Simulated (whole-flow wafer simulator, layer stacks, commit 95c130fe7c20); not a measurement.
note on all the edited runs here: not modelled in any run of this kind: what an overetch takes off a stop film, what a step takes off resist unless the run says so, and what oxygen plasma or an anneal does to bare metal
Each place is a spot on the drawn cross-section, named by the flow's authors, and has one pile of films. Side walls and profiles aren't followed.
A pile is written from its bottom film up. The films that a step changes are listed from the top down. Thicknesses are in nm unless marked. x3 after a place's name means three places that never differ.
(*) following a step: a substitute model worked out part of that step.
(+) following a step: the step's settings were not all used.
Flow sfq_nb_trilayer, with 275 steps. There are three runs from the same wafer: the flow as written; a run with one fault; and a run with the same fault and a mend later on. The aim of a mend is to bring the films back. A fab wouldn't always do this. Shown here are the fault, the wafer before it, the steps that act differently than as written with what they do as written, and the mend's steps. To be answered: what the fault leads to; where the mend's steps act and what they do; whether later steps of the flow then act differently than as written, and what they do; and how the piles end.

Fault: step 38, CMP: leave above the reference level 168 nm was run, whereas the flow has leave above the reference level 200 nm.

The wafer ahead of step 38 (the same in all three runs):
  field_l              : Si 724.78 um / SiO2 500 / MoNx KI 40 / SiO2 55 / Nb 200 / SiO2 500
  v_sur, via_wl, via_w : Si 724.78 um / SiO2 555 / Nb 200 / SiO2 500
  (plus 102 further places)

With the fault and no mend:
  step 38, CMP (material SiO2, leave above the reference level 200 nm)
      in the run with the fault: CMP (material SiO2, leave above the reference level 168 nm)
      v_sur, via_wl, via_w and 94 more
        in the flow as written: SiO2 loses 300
        in the run with the fault: SiO2 loses 332
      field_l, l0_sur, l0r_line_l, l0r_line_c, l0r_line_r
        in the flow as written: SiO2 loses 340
        in the run with the fault: SiO2 loses 372
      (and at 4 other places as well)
  Steps later in the flow that act otherwise than as written (4 more steps, not shown, differ only slightly: by at most 2% or 0.5 nm, whichever is larger):
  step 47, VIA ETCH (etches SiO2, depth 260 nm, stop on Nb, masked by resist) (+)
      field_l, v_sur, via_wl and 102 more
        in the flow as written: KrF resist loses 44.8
        in the run with the fault: KrF resist loses 43.4
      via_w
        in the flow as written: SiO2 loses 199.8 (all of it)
        in the run with the fault: SiO2 loses 167.8 (all of it)
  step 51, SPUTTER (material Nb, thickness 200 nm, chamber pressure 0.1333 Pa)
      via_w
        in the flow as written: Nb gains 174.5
        in the run with the fault: Nb gains 181.1
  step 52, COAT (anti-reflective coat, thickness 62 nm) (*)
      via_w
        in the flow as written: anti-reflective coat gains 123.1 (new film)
        in the run with the fault: anti-reflective coat gains 114.6 (new film)
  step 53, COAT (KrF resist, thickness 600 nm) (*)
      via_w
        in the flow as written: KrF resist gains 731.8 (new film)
        in the run with the fault: KrF resist gains 706.3 (new film)
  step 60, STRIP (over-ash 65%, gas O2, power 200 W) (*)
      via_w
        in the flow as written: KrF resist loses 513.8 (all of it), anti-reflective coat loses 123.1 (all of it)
        in the run with the fault: KrF resist loses 488.4 (all of it), anti-reflective coat loses 114.6 (all of it)
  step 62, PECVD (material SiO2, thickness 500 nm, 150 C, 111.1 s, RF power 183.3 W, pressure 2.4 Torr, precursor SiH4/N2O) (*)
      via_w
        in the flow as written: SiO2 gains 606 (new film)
        in the run with the fault: SiO2 gains 542.9 (new film)
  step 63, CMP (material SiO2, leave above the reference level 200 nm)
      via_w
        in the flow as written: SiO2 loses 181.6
        in the run with the fault: SiO2 loses 157.1
  The piles end different from the flow's at v_sur, via_wl, via_w and 37 more by more than 2% or 0.5 nm, whichever is larger.
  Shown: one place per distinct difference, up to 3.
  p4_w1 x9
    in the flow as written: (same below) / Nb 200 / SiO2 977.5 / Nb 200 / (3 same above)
    in the run with the fault: (same below) / Nb 200 / SiO2 945.5 / Nb 200 / (3 same above)
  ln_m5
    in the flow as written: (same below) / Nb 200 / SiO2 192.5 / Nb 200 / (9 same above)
    in the run with the fault: (same below) / Nb 200 / SiO2 160.5 / Nb 200 / (9 same above)
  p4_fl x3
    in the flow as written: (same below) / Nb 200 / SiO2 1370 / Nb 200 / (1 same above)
    in the run with the fault: (same below) / Nb 200 / SiO2 1338 / Nb 200 / (1 same above)

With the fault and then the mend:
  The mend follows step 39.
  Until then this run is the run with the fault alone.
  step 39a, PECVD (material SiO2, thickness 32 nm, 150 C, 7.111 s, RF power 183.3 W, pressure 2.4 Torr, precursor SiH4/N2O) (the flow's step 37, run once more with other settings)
      field_l, v_sur, via_wl and 103 more
        SiO2 gains 32
  Later steps of the flow that are run all act as written at every place that is followed.
  At every place that both follow, the piles at the end match the flow's.
